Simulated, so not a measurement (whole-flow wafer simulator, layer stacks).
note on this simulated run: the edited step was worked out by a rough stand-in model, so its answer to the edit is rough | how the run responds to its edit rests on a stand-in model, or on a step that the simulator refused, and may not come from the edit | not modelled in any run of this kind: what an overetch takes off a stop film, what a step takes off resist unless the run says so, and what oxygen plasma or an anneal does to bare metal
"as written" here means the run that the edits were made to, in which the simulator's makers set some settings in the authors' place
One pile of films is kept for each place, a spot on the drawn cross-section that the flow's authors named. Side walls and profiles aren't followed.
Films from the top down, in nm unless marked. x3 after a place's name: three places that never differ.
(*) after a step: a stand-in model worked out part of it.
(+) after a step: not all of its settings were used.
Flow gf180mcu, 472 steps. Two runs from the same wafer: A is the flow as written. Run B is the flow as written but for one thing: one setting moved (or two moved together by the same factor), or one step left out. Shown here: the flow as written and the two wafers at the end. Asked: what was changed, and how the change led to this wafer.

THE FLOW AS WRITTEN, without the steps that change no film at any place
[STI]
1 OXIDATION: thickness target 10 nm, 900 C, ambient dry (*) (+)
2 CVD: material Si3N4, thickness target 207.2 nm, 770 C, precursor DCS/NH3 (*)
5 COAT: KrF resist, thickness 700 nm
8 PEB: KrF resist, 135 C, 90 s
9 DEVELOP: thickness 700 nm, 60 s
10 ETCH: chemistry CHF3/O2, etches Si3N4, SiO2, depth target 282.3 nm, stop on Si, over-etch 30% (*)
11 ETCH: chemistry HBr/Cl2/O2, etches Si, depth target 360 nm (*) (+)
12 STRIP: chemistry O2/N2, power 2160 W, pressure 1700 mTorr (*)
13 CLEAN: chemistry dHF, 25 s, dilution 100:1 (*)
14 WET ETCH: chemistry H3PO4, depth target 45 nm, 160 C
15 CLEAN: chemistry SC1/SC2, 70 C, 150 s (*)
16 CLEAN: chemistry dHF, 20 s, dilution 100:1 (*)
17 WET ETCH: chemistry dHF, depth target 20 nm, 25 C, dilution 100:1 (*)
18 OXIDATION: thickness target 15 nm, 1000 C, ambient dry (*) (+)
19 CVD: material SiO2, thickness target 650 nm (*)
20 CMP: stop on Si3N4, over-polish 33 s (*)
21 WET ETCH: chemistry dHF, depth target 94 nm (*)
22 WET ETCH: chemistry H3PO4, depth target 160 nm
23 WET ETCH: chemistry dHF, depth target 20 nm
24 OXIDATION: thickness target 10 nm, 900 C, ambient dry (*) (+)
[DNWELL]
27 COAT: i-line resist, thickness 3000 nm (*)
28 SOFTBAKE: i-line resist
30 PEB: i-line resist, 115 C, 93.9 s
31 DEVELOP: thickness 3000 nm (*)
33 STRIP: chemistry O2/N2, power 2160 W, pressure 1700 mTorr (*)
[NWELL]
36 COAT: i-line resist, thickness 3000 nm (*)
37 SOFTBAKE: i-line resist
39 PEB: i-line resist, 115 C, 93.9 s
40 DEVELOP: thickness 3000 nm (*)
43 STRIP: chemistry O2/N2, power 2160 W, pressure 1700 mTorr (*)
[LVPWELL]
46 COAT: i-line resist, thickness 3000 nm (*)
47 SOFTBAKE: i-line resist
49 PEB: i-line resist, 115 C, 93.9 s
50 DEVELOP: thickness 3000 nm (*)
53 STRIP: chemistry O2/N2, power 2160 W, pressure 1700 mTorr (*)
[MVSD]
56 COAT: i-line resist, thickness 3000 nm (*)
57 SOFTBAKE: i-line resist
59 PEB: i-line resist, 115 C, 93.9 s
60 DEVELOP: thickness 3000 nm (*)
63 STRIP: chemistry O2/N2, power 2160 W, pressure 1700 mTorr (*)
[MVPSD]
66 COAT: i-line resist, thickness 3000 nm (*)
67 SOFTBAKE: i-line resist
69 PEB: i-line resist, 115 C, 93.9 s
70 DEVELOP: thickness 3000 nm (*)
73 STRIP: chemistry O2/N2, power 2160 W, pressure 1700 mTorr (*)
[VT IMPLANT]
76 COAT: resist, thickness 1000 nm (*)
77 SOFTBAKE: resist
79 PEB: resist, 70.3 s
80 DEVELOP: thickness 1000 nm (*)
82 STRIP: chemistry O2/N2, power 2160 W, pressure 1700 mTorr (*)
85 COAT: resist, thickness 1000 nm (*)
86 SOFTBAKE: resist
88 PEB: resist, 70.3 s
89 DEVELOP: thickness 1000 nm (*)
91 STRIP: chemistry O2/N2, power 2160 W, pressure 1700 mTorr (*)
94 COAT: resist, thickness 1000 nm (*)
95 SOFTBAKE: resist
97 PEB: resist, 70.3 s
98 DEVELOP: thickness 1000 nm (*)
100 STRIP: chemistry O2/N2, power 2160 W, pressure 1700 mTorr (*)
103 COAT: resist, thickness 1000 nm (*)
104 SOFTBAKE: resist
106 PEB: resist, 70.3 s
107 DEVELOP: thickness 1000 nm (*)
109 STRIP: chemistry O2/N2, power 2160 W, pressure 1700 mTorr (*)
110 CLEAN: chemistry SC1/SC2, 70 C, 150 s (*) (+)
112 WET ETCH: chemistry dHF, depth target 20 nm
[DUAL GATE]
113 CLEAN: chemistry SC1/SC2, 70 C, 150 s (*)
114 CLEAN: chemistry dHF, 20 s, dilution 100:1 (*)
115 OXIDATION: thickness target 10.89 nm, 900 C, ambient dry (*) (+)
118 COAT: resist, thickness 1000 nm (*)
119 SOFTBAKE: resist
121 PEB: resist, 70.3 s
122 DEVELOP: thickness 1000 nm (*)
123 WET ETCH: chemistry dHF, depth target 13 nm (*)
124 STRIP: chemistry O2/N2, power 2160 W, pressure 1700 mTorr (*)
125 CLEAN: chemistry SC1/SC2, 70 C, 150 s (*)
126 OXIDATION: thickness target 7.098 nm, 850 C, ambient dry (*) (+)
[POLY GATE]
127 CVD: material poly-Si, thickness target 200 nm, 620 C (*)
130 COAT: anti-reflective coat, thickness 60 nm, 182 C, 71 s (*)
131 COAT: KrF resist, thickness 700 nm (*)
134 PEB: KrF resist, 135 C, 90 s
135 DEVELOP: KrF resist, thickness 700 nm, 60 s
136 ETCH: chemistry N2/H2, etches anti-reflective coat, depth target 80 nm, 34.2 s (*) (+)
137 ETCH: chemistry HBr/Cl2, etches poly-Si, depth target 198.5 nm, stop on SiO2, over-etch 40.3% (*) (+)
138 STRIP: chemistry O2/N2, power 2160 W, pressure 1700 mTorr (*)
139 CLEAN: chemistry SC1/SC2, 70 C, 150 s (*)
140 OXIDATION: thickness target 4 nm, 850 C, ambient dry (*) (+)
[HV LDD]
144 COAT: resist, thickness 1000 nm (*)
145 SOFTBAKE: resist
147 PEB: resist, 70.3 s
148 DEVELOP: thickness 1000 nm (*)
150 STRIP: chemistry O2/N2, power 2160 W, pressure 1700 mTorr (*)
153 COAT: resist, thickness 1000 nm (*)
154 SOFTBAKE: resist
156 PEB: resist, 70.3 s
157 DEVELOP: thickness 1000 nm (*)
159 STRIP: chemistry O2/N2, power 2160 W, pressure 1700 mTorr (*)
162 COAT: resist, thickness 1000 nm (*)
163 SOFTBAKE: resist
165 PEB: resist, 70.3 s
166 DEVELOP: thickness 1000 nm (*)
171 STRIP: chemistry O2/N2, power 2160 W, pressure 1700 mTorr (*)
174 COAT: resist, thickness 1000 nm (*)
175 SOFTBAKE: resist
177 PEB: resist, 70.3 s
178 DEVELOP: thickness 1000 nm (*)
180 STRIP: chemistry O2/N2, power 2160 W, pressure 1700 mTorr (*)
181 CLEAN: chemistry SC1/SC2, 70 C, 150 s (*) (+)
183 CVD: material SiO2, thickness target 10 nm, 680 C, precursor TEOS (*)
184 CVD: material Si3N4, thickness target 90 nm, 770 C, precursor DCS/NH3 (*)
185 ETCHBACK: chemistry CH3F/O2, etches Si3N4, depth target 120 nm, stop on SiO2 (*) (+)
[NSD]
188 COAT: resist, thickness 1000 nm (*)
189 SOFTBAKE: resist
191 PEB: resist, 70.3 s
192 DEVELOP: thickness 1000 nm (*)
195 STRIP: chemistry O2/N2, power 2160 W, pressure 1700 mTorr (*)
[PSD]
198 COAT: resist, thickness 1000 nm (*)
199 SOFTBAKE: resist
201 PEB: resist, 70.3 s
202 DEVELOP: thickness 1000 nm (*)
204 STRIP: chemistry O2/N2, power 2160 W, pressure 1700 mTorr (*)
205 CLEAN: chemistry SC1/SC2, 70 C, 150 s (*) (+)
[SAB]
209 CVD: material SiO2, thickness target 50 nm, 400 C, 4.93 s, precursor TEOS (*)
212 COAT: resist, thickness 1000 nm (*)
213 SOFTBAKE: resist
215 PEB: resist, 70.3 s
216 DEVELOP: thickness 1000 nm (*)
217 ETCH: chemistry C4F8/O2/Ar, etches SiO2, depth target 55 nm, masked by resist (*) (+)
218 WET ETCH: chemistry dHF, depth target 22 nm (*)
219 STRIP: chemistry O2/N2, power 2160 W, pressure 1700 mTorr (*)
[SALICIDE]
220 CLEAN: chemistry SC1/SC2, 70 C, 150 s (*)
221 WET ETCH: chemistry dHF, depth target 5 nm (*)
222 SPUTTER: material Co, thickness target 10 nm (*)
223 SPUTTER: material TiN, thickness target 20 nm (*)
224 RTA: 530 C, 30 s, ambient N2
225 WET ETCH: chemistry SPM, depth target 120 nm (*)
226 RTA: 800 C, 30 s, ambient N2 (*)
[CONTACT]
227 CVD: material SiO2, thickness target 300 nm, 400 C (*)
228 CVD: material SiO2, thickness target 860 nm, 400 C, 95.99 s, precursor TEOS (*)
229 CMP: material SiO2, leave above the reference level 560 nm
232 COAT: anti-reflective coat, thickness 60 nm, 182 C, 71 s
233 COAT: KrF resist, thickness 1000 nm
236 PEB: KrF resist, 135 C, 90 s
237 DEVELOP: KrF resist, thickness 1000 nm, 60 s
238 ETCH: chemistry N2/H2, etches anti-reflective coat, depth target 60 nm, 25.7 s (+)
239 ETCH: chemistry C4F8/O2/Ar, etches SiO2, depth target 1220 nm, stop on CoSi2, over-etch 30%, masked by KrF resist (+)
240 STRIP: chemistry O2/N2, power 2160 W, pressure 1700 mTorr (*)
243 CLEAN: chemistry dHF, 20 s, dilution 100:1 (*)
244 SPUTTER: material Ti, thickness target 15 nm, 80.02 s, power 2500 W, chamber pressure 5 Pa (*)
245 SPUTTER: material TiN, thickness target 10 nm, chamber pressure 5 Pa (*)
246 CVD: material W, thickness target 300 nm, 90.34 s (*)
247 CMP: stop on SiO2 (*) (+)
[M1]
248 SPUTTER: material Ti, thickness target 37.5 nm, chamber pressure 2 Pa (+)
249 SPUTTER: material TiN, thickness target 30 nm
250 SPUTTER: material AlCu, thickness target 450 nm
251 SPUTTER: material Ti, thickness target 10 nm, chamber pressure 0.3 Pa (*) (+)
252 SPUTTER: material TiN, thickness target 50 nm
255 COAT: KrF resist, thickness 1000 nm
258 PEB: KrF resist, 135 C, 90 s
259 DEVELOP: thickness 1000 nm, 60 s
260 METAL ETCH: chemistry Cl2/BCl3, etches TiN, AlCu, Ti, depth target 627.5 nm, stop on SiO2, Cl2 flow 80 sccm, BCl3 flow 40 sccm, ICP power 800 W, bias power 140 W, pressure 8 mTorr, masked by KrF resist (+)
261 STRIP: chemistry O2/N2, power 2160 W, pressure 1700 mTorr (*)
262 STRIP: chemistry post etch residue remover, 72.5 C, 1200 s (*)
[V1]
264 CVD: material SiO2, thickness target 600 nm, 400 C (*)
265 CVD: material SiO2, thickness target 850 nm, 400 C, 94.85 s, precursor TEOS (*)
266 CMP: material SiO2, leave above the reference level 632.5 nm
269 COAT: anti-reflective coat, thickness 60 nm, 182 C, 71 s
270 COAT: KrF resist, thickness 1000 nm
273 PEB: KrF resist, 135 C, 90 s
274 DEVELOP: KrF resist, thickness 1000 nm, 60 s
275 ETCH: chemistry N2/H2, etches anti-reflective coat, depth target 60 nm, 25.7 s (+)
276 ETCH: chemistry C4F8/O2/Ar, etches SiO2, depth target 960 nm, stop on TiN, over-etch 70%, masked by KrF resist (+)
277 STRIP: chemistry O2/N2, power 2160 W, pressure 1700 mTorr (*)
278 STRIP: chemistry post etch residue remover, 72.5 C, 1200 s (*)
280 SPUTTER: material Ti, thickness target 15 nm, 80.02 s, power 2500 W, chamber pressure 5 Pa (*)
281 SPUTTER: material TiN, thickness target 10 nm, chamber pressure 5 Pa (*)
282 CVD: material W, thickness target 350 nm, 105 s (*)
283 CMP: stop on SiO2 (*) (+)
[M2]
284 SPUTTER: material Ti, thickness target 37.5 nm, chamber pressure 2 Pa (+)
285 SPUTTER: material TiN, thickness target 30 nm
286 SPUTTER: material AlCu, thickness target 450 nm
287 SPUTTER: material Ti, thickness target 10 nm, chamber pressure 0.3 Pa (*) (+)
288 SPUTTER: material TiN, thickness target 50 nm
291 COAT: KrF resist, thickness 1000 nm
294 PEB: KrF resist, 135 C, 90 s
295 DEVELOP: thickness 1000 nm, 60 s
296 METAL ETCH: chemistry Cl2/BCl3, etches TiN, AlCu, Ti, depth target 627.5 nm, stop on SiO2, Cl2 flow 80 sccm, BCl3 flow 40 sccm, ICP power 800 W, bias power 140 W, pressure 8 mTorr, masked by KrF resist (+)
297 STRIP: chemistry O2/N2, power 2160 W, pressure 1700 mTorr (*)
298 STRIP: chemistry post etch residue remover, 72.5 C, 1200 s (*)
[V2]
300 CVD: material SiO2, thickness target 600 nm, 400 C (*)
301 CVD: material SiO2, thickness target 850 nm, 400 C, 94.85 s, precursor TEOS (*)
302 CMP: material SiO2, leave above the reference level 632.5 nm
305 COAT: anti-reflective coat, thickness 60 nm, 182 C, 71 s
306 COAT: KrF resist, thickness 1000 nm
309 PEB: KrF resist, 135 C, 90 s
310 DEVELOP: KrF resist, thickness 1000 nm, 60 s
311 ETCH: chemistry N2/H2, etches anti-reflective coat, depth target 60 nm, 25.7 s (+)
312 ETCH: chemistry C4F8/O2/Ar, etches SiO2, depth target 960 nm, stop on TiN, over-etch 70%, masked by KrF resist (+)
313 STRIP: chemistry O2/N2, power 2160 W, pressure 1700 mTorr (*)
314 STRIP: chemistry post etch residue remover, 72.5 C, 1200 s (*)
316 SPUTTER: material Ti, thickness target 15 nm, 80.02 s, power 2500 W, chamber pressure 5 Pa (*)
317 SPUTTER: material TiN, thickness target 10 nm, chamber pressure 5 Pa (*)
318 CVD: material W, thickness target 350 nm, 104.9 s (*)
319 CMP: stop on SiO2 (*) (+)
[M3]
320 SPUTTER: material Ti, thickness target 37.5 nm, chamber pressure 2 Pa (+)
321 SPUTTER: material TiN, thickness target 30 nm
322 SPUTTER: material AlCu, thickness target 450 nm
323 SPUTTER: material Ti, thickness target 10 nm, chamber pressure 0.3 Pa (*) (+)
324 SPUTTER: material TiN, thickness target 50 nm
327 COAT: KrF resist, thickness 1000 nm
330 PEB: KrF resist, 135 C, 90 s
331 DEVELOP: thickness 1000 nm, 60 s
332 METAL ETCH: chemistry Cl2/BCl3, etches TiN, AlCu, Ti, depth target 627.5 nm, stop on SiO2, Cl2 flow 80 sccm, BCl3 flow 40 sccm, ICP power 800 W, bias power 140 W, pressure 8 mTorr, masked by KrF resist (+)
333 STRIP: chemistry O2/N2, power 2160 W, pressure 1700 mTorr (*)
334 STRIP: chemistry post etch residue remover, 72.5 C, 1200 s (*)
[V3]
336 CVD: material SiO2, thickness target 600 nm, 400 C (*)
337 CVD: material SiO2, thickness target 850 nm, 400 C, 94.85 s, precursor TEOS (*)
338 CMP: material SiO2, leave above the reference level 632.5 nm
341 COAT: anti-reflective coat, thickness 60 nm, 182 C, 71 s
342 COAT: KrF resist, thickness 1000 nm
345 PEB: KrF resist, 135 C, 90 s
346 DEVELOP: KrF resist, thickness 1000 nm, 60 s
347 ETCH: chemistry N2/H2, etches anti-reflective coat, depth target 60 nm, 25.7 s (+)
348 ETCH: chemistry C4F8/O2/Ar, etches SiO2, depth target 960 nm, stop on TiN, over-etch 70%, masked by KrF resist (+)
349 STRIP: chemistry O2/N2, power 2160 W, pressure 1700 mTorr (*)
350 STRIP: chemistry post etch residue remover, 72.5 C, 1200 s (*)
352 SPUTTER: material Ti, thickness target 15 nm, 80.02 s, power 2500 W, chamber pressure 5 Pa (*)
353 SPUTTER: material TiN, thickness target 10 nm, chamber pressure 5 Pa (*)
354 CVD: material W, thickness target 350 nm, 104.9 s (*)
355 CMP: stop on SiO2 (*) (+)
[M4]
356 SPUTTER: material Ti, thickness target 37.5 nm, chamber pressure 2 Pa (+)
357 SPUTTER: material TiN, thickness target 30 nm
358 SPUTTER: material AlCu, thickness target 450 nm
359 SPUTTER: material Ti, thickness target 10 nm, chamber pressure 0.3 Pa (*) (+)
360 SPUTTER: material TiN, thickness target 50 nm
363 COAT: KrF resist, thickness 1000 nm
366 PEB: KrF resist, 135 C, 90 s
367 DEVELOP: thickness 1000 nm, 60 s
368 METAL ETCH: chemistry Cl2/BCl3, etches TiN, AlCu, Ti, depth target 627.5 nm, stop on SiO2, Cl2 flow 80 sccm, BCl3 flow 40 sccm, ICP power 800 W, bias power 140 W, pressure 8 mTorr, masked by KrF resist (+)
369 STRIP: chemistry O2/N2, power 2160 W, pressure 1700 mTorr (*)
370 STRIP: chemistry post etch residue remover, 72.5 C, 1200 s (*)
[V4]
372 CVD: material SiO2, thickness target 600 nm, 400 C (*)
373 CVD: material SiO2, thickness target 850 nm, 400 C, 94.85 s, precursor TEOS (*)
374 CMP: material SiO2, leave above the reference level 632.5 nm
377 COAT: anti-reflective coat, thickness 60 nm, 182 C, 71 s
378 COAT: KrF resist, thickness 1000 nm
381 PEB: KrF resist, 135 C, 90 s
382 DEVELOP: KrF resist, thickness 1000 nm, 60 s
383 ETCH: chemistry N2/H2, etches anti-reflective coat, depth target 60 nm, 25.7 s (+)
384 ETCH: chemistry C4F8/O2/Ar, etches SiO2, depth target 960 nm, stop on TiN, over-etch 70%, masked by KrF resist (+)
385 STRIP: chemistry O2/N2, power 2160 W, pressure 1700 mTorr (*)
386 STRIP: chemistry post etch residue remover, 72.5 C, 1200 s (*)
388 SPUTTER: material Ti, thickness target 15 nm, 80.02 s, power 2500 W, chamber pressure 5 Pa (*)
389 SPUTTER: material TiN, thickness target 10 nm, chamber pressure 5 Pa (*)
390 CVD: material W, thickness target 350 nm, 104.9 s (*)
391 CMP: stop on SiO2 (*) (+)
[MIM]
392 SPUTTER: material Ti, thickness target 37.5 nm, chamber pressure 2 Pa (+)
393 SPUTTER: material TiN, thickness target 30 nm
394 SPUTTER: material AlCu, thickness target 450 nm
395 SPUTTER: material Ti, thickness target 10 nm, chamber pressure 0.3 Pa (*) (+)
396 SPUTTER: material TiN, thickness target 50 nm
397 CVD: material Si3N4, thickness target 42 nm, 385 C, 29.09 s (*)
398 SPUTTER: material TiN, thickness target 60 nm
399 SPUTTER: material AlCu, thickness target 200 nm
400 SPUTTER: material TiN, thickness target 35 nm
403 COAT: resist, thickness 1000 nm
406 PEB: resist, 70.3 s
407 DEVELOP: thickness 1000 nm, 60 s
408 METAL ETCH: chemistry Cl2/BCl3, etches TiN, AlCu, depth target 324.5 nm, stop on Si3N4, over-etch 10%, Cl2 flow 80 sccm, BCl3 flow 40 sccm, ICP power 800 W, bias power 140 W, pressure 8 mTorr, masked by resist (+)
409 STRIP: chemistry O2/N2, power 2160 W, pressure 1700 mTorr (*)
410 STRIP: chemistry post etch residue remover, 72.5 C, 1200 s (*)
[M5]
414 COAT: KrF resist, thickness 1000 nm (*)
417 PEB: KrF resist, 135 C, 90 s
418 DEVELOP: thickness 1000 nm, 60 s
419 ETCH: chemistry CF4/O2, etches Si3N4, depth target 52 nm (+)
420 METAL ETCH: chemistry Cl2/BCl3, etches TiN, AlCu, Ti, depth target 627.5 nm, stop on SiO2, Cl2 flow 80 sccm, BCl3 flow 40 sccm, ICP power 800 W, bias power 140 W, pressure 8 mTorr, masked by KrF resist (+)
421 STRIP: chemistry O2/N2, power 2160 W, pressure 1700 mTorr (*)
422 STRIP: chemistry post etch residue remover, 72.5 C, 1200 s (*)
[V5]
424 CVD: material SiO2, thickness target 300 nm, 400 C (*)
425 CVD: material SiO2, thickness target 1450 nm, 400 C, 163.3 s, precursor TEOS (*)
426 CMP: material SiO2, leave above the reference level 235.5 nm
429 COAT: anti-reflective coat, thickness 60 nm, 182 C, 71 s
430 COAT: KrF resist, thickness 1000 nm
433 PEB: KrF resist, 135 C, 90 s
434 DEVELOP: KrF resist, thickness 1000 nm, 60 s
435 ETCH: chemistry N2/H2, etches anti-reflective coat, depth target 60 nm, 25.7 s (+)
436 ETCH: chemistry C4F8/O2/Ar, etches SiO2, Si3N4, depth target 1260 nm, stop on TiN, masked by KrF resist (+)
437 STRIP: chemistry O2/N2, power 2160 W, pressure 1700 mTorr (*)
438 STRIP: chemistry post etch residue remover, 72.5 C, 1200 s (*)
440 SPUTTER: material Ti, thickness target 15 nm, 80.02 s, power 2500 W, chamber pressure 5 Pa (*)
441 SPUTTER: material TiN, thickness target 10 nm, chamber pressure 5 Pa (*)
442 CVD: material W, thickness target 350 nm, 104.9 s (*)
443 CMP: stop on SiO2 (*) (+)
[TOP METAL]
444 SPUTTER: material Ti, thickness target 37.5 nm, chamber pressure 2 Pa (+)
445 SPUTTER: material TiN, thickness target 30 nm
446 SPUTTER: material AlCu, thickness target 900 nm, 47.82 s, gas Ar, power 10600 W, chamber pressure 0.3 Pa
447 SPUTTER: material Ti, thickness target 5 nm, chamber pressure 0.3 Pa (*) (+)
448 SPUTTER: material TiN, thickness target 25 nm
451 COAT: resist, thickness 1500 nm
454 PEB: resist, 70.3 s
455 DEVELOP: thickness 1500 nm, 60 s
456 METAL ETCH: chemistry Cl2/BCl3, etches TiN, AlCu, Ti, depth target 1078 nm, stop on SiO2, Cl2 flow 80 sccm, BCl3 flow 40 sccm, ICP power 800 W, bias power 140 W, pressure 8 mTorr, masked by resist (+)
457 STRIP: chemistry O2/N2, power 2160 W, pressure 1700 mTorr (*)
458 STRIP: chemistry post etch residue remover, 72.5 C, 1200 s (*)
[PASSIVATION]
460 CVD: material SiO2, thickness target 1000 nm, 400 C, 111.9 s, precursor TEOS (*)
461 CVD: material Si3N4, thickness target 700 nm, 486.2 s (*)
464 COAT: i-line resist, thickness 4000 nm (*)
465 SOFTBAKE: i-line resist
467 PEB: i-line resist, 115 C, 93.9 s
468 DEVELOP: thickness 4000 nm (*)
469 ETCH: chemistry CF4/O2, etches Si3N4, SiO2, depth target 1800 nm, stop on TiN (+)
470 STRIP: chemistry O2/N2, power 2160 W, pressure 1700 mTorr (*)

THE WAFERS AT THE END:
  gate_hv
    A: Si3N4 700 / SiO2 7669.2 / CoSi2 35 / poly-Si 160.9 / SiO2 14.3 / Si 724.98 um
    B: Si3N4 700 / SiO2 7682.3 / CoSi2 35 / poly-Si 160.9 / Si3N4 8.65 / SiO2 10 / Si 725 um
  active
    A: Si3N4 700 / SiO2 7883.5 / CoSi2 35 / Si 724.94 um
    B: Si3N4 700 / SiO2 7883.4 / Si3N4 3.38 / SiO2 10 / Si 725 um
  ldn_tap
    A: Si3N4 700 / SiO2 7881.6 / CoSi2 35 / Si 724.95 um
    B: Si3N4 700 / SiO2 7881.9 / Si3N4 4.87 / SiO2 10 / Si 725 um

The cause: step 2, CVD: thickness target 229.9 nm was run, where the flow has thickness target 207.2 nm.

How the change led to this, step by step:
  2 CVD: material Si3N4, thickness target 207.2 nm, 770 C, precursor DCS/NH3 (*)
      field, field_sub, active and 77 more: A Si3N4 +207.2 (new film) | B Si3N4 +229.9 (new film)
  10 ETCH: chemistry CHF3/O2, etches Si3N4, SiO2, depth target 282.3 nm, stop on Si, over-etch 30% (*)
      field, field_sub, sti and 34 more: A Si3N4 -207.2 (all of it), SiO2 -10 (all of it), Si -13 | B Si3N4 -229.9 (all of it), SiO2 -10 (all of it), Si -8.47
  20 CMP: stop on Si3N4, over-polish 33 s (*)
      sti, mim_1p0, pad and 11 more: A SiO2 -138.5 | B SiO2 -115.7
      nw_enc_fld, nw_enc_fld_lv: A SiO2 -142.5 | B SiO2 -119.7
      (and at 10 more places)
  22 WET ETCH: chemistry H3PO4, depth target 160 nm
      active, n_well, p_well and 40 more: A Si3N4 -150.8 (all of it), SiO2 -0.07 | B Si3N4 -160.1
  23 WET ETCH: chemistry dHF, depth target 20 nm
      active, n_well, p_well and 40 more: A SiO2 -9.93 (all of it) | B Si3N4 -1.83
  24 OXIDATION: thickness target 10 nm, 900 C, ambient dry (*) (+)
      active, n_well, p_well and 40 more: A SiO2 +10 (new film), Si -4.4 | B nothing
  28 SOFTBAKE: i-line resist
      active_nat: A i-line resist +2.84 | B i-line resist +3.4
      gate_nat: A i-line resist +3.01 | B i-line resist +3.6
      (and at 19 more places)
  37 SOFTBAKE: i-line resist
      active_nat: A i-line resist +2.84 | B i-line resist +3.4
      gate_nat: A i-line resist +3.01 | B i-line resist +3.6
      (and at 19 more places)
  47 SOFTBAKE: i-line resist
      active_nat: A i-line resist +2.84 | B i-line resist +3.4
      gate_nat: A i-line resist +3.01 | B i-line resist +3.6
      (and at 19 more places)
  57 SOFTBAKE: i-line resist
      active_nat: A i-line resist +2.84 | B i-line resist +3.4
      gate_nat: A i-line resist +3.01 | B i-line resist +3.6
      (and at 19 more places)
  67 SOFTBAKE: i-line resist
      active_nat: A i-line resist +2.84 | B i-line resist +3.4
      gate_nat: A i-line resist +3.01 | B i-line resist +3.6
      (and at 19 more places)
  112 WET ETCH: chemistry dHF, depth target 20 nm
      active, n_well, p_well and 40 more: A SiO2 -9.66 (all of it) | B Si3N4 -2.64
  113 CLEAN: chemistry SC1/SC2, 70 C, 150 s (*)
      active, n_well, p_well and 40 more: A chemical SiO2 +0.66 (new film), Si -1.83 | B Si3N4 -0.07
  114 CLEAN: chemistry dHF, 20 s, dilution 100:1 (*)
      active, n_well, p_well and 40 more: A chemical SiO2 -0.66 (all of it) | B Si3N4 -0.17
  115 OXIDATION: thickness target 10.89 nm, 900 C, ambient dry (*) (+)
      active, n_well, p_well and 40 more: A SiO2 +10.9 (new film), Si -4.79 | B nothing
  123 WET ETCH: chemistry dHF, depth target 13 nm (*)
      active, n_well, p_well and 12 more: A SiO2 -10.9 (all of it) | B Si3N4 -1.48
  ... 26 more steps ...
  471 ANNEAL: 400 C, 1800 s, ambient N2/H2
      contact: A nothing | B under 49 films: void +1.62 (new film), Ti -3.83, TiSi first +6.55 (new film), Si -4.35
Counting metal films that touch as one body, active has 0 bodies; the flow as written gives 1 body.
Counting metal films that touch as one body, ldn_tap has 0 bodies; the flow as written gives 1 body.
